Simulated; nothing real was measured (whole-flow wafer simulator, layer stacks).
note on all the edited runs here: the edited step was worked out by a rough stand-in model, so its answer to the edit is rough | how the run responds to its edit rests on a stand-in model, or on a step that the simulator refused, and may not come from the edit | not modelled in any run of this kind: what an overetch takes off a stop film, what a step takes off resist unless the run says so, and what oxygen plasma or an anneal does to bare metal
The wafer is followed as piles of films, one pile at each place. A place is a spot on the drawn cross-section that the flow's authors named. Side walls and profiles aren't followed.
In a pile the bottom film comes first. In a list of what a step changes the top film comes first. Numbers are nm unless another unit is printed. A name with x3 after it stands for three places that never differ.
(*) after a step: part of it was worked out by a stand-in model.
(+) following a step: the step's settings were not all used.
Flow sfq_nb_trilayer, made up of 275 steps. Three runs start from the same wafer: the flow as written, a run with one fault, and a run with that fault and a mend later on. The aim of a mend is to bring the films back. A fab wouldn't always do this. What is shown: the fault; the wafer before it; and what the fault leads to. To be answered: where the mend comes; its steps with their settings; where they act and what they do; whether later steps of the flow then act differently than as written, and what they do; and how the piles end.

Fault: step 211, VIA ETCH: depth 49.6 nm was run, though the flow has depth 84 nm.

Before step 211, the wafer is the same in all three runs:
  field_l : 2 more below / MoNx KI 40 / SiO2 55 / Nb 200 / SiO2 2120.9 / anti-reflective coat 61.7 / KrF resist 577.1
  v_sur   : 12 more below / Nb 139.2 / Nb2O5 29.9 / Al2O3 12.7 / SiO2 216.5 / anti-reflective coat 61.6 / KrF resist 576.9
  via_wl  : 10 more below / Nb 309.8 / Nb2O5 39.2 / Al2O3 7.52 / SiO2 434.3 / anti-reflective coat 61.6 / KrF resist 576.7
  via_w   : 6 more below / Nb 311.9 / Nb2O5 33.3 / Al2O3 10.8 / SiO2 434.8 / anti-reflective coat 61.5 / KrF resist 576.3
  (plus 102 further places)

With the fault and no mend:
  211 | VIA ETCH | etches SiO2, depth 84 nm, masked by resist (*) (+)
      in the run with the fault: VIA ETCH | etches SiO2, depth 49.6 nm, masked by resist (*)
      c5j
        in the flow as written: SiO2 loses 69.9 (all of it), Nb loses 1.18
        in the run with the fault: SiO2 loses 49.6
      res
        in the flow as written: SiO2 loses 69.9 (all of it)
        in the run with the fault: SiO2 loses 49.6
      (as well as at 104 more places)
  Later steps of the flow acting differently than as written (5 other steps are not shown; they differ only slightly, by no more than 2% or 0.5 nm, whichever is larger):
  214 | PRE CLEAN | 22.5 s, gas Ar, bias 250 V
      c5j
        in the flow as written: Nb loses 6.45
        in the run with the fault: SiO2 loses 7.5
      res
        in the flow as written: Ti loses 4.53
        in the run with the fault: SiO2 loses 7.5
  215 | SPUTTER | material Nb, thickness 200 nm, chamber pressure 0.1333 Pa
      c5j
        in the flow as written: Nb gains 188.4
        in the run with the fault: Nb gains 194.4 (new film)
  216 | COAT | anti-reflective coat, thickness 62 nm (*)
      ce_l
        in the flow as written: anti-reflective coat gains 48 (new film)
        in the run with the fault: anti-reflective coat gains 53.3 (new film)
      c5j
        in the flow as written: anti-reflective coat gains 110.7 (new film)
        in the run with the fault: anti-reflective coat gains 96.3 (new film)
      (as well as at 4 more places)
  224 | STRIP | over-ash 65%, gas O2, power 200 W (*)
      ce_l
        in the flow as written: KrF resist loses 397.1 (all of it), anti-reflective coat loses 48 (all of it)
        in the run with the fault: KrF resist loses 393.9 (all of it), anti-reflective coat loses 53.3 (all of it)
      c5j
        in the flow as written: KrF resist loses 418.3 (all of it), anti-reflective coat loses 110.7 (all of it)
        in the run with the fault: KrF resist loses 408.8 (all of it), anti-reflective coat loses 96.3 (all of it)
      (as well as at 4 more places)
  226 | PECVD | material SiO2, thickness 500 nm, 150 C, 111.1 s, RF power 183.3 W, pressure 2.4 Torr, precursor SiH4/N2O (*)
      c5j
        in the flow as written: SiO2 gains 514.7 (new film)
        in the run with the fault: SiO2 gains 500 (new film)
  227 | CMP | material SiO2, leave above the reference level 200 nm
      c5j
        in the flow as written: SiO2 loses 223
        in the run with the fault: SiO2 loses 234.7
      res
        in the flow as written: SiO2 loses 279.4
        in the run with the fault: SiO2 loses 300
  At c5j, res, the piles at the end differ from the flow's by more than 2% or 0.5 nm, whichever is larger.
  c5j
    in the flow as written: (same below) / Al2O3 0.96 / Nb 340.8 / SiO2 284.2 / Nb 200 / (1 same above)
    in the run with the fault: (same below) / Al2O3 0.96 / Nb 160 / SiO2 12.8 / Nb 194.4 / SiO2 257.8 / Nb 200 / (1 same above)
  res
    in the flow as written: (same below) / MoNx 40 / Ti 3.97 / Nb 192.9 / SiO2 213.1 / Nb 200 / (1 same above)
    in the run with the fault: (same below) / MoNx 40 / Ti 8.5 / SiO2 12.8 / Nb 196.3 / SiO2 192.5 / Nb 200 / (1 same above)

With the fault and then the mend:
  The mend follows step 211.
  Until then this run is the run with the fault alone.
  211a | VIA ETCH | etches SiO2, depth 34.4 nm, masked by resist (*) (+) (a further turn of the flow's step 211, with different settings)
      field_l, v_sur, via_wl and 101 more
        KrF resist loses 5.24
      c5j
        SiO2 loses 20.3 (all of it), Nb loses 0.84
      res
        SiO2 loses 20.3 (all of it)
  Later steps of the flow that are run all act as written at every place that is followed, up to a difference of at most 2% or 0.5 nm, whichever is larger.
  The piles end only slightly different from the flow's at the places that both follow, by no more than 2% or 0.5 nm, whichever is larger.
